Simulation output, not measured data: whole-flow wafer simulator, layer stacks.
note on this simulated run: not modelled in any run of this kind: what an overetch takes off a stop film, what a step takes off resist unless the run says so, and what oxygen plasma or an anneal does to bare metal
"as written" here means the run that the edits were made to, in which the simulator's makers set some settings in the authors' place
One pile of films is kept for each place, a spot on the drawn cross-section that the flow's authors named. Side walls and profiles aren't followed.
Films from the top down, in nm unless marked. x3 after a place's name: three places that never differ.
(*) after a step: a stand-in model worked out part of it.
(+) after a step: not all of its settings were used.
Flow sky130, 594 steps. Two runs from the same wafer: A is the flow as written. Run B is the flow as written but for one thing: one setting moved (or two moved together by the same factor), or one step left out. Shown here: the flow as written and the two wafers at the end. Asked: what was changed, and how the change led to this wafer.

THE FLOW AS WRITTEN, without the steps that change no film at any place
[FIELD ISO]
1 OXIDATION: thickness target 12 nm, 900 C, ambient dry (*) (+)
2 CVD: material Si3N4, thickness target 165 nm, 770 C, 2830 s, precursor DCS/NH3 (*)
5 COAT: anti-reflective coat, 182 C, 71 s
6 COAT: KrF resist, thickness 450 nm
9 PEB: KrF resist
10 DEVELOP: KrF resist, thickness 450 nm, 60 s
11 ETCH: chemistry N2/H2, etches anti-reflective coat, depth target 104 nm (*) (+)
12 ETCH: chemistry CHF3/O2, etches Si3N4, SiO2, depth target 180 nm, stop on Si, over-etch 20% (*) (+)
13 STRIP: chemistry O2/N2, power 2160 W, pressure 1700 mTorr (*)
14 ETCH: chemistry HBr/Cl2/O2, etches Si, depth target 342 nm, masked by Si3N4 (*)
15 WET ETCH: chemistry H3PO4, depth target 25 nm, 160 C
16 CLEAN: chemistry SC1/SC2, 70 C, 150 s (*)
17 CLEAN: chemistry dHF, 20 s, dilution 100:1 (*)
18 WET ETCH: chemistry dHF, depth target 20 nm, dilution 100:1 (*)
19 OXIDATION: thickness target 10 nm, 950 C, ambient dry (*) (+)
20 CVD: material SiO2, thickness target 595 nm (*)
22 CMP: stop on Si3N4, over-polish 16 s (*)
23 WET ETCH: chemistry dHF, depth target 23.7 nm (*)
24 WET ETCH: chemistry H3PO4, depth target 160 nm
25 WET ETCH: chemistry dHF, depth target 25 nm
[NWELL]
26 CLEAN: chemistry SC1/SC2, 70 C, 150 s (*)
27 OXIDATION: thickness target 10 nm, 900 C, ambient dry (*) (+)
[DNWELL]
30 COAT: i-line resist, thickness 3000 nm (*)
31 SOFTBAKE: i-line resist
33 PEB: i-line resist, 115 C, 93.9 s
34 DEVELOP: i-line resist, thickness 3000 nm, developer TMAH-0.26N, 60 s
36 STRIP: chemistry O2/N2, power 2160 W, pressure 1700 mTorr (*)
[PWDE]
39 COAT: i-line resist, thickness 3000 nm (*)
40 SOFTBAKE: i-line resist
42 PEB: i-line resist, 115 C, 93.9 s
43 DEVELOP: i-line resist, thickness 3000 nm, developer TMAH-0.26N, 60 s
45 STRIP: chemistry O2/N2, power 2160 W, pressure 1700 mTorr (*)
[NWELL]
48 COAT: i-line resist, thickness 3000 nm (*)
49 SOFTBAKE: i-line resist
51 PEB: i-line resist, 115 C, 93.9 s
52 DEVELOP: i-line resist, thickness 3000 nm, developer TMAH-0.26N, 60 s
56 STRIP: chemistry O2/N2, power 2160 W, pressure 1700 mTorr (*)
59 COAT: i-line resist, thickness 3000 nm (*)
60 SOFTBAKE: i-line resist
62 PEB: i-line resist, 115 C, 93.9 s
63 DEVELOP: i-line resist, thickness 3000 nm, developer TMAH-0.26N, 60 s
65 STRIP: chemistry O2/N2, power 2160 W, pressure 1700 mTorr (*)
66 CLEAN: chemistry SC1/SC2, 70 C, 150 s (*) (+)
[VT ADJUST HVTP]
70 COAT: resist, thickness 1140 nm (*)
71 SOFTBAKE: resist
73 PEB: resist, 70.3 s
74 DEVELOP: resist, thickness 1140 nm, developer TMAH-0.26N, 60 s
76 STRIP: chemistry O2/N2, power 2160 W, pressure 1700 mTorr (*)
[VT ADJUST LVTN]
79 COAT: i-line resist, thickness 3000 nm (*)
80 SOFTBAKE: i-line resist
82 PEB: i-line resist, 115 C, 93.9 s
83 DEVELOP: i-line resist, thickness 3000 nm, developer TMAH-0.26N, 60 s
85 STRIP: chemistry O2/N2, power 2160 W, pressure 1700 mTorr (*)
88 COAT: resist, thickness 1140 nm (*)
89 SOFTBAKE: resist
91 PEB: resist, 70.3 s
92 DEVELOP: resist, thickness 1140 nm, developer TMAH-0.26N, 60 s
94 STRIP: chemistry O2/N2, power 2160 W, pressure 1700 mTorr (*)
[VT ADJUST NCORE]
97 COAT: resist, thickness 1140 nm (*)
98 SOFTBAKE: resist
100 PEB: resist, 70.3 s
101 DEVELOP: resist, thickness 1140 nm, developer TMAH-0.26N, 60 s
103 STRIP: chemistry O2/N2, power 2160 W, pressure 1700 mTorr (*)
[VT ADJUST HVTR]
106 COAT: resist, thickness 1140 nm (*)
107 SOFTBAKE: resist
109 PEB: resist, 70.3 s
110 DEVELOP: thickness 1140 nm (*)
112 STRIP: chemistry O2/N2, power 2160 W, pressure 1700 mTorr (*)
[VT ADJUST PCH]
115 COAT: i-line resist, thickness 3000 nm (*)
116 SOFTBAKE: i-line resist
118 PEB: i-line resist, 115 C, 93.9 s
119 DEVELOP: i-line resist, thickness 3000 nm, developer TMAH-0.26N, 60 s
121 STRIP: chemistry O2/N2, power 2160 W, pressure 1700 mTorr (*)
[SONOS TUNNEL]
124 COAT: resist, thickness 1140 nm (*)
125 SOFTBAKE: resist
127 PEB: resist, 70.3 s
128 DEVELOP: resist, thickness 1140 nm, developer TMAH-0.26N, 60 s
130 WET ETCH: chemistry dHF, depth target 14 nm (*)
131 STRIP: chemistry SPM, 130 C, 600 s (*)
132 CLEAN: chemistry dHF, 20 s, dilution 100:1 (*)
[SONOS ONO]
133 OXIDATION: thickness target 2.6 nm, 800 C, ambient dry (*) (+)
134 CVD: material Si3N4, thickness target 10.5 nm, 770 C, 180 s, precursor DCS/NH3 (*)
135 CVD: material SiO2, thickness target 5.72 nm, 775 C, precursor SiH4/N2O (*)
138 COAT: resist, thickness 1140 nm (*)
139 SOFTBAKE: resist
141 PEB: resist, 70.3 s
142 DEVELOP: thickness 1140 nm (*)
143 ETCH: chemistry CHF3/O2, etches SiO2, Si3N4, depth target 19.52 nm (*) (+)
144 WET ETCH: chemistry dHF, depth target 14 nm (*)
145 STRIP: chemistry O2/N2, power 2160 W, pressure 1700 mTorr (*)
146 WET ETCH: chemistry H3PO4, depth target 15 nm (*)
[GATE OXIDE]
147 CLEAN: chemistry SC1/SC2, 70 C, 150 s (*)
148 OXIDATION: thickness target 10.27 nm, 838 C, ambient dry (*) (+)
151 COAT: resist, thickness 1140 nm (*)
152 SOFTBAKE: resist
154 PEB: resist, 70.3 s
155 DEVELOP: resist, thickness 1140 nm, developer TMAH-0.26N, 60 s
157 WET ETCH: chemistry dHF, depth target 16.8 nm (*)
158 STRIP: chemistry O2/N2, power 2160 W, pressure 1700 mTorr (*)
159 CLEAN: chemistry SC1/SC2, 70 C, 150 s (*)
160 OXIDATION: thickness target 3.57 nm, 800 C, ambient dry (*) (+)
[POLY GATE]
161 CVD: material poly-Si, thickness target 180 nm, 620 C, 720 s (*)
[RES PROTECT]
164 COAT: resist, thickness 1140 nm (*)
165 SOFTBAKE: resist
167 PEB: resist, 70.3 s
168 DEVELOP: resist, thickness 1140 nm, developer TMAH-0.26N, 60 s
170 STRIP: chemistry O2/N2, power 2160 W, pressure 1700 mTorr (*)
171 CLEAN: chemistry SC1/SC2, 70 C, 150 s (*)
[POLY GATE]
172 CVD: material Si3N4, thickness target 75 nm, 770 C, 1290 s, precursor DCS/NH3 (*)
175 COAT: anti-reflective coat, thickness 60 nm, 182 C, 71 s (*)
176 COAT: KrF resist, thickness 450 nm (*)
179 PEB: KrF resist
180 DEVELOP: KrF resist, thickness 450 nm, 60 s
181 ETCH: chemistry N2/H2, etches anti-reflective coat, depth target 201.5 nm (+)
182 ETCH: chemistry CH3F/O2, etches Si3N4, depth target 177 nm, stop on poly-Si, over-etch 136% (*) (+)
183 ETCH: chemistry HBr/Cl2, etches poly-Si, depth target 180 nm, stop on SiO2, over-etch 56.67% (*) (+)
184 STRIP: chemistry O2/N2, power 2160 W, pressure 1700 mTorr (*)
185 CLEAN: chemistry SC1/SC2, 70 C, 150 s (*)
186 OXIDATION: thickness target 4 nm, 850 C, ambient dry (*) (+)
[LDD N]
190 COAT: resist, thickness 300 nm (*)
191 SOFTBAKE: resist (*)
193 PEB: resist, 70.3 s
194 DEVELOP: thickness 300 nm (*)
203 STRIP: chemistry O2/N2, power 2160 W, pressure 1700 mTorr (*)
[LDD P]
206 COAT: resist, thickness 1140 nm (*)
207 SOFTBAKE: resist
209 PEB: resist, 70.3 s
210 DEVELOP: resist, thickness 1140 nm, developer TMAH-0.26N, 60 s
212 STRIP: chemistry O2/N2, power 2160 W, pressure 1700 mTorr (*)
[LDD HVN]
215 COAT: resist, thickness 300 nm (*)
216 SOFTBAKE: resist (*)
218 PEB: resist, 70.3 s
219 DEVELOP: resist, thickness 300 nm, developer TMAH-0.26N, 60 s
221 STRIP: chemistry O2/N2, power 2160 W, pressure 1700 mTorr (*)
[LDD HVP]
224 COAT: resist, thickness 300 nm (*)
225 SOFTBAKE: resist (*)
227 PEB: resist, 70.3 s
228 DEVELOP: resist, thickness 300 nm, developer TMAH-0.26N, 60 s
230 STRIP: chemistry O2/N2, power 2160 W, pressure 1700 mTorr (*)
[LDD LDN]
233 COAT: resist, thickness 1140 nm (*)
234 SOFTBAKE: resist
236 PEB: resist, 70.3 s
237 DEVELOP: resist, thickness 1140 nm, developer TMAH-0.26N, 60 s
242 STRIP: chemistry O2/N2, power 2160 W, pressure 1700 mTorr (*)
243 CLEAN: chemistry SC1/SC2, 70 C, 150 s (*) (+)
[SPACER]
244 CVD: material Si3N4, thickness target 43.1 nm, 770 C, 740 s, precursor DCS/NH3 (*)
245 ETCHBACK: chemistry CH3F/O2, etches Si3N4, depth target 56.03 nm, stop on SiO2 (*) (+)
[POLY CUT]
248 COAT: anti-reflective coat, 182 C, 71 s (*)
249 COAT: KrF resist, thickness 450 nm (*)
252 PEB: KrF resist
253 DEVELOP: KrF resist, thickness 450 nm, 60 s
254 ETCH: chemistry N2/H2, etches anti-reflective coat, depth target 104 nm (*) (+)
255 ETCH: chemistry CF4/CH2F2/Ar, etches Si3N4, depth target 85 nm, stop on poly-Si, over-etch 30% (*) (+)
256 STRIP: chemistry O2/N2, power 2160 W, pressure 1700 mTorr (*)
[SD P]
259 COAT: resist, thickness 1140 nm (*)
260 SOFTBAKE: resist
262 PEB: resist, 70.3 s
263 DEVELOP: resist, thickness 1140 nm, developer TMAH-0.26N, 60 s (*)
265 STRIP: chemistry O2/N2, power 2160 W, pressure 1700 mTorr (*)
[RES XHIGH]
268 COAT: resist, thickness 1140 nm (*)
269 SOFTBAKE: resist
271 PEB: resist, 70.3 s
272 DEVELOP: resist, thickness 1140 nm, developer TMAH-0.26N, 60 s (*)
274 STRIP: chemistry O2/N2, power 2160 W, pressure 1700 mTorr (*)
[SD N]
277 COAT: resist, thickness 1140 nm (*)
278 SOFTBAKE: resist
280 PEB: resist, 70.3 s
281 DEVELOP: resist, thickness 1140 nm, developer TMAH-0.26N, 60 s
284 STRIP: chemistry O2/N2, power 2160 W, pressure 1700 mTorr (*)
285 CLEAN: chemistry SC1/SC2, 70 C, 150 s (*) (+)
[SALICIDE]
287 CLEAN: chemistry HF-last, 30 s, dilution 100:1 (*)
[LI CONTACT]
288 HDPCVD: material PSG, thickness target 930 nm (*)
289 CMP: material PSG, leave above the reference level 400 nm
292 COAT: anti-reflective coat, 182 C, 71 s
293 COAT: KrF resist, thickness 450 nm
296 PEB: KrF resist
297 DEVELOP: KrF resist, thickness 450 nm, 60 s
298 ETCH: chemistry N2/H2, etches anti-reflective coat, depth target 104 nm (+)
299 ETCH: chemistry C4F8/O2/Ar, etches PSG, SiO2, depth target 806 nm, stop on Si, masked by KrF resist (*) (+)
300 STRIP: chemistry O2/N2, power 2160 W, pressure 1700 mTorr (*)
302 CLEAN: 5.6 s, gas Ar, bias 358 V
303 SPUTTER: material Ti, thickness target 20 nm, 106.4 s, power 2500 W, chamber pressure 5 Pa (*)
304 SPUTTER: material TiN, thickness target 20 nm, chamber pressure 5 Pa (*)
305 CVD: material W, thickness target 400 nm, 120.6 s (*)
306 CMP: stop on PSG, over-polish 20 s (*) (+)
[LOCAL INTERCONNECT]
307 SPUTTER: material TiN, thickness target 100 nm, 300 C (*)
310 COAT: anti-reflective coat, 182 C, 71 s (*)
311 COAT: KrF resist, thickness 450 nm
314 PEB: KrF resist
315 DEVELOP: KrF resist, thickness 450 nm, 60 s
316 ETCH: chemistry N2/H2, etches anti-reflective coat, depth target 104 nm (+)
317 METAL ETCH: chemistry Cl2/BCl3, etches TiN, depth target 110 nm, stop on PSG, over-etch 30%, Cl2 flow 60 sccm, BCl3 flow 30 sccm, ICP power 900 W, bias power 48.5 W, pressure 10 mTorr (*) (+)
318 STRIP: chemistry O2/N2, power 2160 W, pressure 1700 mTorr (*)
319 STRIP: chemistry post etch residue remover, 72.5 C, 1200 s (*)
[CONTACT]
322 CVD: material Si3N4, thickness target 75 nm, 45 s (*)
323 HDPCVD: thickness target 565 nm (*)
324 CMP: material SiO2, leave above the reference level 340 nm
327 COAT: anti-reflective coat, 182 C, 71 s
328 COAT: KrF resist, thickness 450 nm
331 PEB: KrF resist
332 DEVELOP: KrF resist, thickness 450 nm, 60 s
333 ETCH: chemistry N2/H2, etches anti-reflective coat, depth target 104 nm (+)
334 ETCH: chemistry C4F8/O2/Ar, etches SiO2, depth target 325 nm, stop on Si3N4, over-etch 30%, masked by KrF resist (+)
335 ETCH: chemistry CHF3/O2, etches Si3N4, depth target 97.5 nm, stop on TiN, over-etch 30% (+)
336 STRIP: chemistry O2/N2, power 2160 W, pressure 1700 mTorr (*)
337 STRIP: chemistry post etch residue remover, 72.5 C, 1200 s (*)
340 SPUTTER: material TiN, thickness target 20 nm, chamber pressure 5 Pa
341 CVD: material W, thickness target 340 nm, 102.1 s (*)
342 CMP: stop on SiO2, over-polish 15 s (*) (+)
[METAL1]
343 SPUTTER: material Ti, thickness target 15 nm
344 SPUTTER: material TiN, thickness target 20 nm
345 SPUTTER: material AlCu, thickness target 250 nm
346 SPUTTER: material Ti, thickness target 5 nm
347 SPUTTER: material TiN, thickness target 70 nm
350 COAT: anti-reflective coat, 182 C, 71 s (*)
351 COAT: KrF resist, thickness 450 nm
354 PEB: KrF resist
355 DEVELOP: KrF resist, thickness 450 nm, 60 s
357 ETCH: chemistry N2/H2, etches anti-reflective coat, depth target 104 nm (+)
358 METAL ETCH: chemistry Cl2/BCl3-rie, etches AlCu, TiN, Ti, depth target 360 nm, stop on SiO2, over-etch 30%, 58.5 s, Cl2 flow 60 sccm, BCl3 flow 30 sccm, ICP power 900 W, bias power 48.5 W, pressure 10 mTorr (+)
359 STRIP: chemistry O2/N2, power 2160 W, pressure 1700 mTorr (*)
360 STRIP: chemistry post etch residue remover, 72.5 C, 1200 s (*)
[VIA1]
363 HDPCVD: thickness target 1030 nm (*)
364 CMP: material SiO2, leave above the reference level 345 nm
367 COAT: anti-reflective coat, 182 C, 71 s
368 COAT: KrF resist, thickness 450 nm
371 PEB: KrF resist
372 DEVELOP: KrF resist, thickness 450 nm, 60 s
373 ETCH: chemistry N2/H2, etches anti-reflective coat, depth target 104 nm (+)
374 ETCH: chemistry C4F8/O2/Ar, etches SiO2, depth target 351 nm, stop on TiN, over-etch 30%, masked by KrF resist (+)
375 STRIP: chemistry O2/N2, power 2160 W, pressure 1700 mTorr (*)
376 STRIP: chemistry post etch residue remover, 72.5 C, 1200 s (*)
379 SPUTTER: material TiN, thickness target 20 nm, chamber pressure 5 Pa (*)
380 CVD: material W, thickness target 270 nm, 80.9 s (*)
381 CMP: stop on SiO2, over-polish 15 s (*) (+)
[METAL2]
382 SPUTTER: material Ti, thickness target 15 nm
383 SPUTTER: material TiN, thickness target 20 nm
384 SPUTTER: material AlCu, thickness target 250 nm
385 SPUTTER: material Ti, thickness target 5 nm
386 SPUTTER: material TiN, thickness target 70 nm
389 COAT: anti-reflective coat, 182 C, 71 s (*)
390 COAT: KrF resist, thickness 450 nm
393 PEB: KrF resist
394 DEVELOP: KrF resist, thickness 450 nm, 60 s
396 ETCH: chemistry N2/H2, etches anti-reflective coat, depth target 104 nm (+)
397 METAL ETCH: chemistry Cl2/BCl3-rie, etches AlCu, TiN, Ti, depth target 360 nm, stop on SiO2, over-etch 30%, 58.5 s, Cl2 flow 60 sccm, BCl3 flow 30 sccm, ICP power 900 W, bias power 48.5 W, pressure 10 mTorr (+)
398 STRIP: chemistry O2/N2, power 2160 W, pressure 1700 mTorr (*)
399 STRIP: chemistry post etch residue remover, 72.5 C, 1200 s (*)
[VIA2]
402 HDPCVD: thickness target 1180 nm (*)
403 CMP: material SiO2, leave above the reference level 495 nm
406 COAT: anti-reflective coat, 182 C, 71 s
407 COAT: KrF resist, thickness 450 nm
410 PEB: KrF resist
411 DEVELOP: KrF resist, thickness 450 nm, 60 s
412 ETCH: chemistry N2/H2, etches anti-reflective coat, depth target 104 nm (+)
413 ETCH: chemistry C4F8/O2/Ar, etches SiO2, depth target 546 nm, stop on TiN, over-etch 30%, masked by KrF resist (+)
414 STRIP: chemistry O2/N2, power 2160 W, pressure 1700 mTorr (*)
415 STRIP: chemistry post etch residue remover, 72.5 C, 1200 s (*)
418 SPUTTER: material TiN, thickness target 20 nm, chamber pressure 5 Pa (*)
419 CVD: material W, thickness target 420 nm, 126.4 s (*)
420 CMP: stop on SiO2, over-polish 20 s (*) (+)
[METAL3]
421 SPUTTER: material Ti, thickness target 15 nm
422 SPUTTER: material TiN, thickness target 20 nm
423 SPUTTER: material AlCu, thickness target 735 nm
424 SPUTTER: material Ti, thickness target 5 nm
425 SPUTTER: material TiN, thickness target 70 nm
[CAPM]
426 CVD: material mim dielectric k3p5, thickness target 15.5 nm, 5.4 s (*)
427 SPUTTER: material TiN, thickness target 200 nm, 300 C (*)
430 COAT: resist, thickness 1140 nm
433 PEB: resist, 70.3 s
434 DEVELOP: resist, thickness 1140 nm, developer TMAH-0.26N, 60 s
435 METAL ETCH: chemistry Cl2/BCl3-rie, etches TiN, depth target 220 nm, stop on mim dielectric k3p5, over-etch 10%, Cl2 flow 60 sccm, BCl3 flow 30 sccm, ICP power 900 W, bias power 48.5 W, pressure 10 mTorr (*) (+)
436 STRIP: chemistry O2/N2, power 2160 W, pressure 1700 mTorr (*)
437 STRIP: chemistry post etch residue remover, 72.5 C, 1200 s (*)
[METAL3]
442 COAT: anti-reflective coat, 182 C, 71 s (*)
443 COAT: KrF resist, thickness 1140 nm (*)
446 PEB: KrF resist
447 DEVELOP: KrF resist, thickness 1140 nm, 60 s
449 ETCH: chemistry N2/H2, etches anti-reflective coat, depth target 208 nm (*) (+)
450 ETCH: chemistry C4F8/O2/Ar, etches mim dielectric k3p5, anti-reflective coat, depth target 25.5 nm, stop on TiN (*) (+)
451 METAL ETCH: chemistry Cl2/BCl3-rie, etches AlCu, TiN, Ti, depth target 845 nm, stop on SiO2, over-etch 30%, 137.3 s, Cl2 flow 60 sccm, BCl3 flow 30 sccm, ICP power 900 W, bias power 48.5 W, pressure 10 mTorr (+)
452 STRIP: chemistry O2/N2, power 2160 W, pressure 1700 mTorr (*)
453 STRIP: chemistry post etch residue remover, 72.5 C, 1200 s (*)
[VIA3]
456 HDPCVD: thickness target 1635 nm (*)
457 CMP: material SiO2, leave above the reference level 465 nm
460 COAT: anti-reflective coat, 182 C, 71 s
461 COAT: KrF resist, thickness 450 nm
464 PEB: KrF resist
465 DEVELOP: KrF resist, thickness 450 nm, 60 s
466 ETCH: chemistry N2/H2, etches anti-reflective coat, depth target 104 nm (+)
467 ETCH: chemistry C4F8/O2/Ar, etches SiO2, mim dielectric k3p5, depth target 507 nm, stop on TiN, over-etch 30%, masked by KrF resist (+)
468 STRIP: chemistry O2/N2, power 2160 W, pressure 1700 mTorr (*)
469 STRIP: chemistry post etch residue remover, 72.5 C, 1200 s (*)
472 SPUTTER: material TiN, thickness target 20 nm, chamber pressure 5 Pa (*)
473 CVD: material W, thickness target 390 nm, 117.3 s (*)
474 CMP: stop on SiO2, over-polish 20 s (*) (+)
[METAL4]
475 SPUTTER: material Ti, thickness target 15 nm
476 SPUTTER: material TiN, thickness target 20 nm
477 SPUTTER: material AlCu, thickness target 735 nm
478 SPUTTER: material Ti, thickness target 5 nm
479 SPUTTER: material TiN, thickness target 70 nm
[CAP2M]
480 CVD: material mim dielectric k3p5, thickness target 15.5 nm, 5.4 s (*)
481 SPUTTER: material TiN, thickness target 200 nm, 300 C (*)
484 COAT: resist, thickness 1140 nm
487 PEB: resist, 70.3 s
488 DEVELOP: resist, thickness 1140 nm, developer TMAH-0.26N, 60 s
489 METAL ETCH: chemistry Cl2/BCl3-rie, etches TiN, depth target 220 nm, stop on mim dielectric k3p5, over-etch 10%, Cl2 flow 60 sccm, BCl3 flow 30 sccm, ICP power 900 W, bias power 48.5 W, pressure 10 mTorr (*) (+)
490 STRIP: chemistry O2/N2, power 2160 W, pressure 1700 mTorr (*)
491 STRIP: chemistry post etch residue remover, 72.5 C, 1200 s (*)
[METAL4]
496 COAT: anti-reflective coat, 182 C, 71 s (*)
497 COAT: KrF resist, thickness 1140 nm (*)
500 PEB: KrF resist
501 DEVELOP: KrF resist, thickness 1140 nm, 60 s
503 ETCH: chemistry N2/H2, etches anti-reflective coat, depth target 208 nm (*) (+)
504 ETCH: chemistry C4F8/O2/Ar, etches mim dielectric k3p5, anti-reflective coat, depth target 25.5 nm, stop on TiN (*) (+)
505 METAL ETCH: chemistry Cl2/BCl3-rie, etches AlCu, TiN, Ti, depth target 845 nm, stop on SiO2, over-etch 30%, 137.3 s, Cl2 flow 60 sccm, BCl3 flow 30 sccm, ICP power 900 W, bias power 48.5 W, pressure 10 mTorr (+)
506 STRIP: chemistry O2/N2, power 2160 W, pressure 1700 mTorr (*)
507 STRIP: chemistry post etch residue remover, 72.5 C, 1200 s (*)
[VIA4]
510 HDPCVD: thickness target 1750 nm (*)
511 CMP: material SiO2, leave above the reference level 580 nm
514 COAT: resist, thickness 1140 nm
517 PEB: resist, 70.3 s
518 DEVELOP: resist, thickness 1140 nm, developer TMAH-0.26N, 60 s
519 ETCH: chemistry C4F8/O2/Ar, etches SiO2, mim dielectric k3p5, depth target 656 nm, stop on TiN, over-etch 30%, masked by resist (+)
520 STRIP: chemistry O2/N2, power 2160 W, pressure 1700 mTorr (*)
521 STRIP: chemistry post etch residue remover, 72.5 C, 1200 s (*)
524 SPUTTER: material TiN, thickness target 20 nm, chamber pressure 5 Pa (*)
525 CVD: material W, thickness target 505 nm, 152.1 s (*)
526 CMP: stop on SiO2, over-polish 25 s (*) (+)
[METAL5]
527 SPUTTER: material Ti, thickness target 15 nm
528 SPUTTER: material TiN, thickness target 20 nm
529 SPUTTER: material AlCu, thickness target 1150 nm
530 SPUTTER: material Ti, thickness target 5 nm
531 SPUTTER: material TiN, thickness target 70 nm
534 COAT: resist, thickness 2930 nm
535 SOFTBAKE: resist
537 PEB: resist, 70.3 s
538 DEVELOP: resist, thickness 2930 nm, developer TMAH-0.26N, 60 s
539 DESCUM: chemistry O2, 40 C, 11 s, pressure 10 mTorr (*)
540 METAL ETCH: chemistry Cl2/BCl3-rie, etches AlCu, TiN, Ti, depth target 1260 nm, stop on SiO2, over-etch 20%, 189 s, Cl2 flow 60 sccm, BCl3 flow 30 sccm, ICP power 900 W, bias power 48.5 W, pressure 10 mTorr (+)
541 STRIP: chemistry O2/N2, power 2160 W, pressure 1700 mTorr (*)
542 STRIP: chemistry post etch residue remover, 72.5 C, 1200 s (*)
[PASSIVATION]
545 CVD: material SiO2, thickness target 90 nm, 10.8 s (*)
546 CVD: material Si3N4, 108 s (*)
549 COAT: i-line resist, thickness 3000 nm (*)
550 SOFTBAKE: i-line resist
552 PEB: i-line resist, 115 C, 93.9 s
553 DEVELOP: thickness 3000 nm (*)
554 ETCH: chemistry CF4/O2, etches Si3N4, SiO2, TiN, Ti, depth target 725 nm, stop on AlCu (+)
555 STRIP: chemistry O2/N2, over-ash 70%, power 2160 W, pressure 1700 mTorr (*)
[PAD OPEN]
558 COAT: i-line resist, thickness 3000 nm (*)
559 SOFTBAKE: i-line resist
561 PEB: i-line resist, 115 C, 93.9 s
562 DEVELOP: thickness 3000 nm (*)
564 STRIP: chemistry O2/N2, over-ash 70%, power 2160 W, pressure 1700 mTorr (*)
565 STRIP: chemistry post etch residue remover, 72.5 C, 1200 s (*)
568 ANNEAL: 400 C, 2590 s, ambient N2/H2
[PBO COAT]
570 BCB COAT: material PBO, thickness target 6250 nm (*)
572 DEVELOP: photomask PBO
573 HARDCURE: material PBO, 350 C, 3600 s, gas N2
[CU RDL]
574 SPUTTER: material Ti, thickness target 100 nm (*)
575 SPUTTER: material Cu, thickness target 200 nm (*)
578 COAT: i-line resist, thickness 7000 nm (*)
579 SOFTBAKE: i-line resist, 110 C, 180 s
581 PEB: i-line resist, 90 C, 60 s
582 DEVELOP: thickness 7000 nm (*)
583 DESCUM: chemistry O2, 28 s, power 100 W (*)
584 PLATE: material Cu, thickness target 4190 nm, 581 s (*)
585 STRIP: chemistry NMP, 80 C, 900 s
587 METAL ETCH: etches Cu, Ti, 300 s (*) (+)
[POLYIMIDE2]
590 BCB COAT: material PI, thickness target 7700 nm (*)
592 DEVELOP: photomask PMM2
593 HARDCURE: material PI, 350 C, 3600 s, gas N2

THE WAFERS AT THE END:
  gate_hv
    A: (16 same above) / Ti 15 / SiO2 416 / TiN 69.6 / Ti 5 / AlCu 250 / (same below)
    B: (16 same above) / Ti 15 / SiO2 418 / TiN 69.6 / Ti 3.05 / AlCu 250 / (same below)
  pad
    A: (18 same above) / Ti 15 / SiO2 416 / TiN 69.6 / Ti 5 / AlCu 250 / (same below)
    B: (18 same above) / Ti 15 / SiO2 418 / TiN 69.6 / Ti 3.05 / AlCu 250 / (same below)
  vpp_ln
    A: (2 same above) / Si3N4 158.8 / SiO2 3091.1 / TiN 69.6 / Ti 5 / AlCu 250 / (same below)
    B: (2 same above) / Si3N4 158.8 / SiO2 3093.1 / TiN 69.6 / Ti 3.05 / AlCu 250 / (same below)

The cause: step 385, SPUTTER: thickness target 3.05 nm was run, where the flow has thickness target 5 nm.
It can be read off the wafer: gate_hv has Ti 3.05, and step 385 as written asks for 5 nm.

How the change led to this, step by step:
  385 SPUTTER: material Ti, thickness target 5 nm
      field, active, n_well and 188 more: A Ti +5 (new film) | B Ti +3.05 (new film)
  397 METAL ETCH: chemistry Cl2/BCl3-rie, etches AlCu, TiN, Ti, depth target 360 nm, stop on SiO2, over-etch 30%, 58.5 s, Cl2 flow 60 sccm, BCl3 flow 30 sccm, ICP power 900 W, bias power 48.5 W, pressure 10 mTorr (+)
      field, active, gate and 82 more: A TiN -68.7 (all of it), Ti -5 (all of it), AlCu -250 (all of it), TiN -20 (all of it), Ti -15 (all of it), SiO2 -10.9 | B TiN -68.7 (all of it), Ti -3.05 (all of it), AlCu -250 (all of it), TiN -20 (all of it), Ti -15 (all of it), SiO2 -11.1
